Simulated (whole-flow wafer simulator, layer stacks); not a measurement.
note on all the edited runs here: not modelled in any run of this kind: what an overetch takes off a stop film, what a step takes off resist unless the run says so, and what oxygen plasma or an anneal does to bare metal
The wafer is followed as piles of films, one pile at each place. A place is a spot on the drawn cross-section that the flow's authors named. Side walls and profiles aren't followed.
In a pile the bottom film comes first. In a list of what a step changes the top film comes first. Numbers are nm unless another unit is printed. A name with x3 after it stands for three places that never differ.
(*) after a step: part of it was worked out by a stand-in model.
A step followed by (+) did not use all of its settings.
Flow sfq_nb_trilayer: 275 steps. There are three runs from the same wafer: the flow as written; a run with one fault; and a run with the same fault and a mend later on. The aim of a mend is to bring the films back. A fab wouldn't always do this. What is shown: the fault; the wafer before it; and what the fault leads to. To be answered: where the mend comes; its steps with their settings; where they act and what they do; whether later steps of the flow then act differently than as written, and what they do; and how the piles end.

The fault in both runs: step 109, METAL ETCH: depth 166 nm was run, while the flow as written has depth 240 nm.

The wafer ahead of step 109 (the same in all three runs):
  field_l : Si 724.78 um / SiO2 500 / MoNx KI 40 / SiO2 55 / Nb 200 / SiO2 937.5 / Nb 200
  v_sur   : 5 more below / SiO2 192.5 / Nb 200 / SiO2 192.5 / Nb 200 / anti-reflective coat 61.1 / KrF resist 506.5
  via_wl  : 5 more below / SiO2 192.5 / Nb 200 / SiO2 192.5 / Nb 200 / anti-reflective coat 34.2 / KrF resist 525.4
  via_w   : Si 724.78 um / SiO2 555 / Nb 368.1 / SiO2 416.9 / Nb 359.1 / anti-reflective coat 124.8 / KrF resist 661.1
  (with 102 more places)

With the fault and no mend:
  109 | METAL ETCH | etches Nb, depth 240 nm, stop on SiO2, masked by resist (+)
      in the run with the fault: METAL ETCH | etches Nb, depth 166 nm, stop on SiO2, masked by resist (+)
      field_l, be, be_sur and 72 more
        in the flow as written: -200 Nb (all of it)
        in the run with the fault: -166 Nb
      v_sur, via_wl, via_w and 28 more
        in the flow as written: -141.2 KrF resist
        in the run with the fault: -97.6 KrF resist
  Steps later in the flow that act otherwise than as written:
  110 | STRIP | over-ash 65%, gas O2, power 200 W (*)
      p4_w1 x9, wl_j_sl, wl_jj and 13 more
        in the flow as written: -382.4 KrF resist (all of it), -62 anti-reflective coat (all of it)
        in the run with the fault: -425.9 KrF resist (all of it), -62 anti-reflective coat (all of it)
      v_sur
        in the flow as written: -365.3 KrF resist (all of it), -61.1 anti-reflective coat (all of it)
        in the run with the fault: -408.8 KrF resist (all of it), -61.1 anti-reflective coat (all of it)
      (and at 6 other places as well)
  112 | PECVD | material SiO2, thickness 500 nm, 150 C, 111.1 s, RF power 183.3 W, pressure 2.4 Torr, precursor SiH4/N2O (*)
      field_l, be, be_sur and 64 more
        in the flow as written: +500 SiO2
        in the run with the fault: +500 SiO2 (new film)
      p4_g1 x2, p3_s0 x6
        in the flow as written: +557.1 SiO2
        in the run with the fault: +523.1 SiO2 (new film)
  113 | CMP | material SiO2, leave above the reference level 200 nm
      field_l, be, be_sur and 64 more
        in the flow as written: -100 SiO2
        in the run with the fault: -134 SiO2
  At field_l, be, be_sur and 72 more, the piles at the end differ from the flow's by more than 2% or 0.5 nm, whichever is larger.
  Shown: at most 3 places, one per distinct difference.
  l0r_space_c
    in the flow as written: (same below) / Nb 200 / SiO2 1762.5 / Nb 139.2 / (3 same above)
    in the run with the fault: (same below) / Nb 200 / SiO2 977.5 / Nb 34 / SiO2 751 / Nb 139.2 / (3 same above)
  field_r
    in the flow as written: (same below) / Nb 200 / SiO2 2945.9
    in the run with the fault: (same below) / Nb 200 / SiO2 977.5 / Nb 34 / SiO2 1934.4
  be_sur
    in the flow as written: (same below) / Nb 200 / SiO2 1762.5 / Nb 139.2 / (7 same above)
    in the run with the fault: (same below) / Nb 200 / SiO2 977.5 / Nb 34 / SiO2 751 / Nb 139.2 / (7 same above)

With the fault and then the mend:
  The mend stands after step 109.
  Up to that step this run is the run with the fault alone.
  109a | METAL ETCH | etches Nb, depth 74 nm, stop on SiO2, masked by resist (+) (a further turn of the flow's step 109, with different settings)
      field_l, be, be_sur and 72 more
        -34 Nb (all of it)
      v_sur, via_wl, via_w and 28 more
        -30 KrF resist
  Steps later in the flow that act otherwise than as written:
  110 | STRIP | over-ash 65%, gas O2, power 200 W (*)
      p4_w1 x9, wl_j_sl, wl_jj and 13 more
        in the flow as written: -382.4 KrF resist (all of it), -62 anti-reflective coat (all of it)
        in the run with the mend: -395.9 KrF resist (all of it), -62 anti-reflective coat (all of it)
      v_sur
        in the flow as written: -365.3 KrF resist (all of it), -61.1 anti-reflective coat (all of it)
        in the run with the mend: -378.8 KrF resist (all of it), -61.1 anti-reflective coat (all of it)
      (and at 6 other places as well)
  At every place that both follow, the piles at the end match the flow's.
